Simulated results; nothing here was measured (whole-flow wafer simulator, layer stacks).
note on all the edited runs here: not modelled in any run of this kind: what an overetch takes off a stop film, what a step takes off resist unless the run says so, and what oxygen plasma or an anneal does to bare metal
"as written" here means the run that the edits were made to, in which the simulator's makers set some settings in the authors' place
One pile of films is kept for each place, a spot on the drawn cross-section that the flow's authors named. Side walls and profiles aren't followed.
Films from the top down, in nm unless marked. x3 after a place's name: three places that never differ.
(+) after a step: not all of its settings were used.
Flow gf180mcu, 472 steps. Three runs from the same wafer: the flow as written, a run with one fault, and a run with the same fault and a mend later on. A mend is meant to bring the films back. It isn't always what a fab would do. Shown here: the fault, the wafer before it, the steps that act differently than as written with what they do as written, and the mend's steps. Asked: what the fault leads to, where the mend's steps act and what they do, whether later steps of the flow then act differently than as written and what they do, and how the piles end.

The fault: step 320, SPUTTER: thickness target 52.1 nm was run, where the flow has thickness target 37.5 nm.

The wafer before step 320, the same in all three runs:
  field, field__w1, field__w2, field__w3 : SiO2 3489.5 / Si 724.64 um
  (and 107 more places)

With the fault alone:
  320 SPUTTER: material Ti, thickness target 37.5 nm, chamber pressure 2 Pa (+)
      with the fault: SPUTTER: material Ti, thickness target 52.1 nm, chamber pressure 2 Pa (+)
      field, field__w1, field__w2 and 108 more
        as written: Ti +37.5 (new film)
        with the fault: Ti +52.1 (new film)
  Later steps of the flow that act differently than as written:
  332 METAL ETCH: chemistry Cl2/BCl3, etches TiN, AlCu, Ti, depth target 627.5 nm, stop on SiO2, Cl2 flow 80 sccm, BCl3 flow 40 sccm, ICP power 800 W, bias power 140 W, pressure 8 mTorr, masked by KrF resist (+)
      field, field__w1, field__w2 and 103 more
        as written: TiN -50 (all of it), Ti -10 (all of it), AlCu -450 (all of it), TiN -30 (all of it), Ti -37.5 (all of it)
        with the fault: TiN -50 (all of it), Ti -10 (all of it), AlCu -450 (all of it), TiN -30 (all of it), Ti -52.1 (all of it)
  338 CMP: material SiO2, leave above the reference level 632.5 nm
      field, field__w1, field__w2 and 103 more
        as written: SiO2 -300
        with the fault: SiO2 -285.4
  At the end the piles differ from the flow's by more than 2% or 0.5 nm, whichever is larger, at field__w8, contact, m1, m1__w1, m1_nw.
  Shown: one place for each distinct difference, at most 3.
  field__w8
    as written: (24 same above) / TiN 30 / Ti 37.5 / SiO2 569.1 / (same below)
    with the fault: (24 same above) / TiN 30 / Ti 52.1 / SiO2 569.1 / (same below)
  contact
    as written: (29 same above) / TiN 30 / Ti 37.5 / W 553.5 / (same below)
    with the fault: (29 same above) / TiN 30 / Ti 52.1 / W 553.5 / (same below)

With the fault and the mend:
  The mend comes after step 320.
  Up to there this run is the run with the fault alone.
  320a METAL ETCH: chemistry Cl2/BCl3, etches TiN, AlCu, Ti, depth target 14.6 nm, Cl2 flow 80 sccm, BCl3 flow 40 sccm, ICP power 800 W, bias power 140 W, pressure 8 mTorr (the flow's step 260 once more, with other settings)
      field, field__w1, field__w2 and 108 more
        Ti -14.6
  No later step of the flow acts differently than as written at any place that is followed.
  At the end the piles are the same as the flow's at every place that both follow.
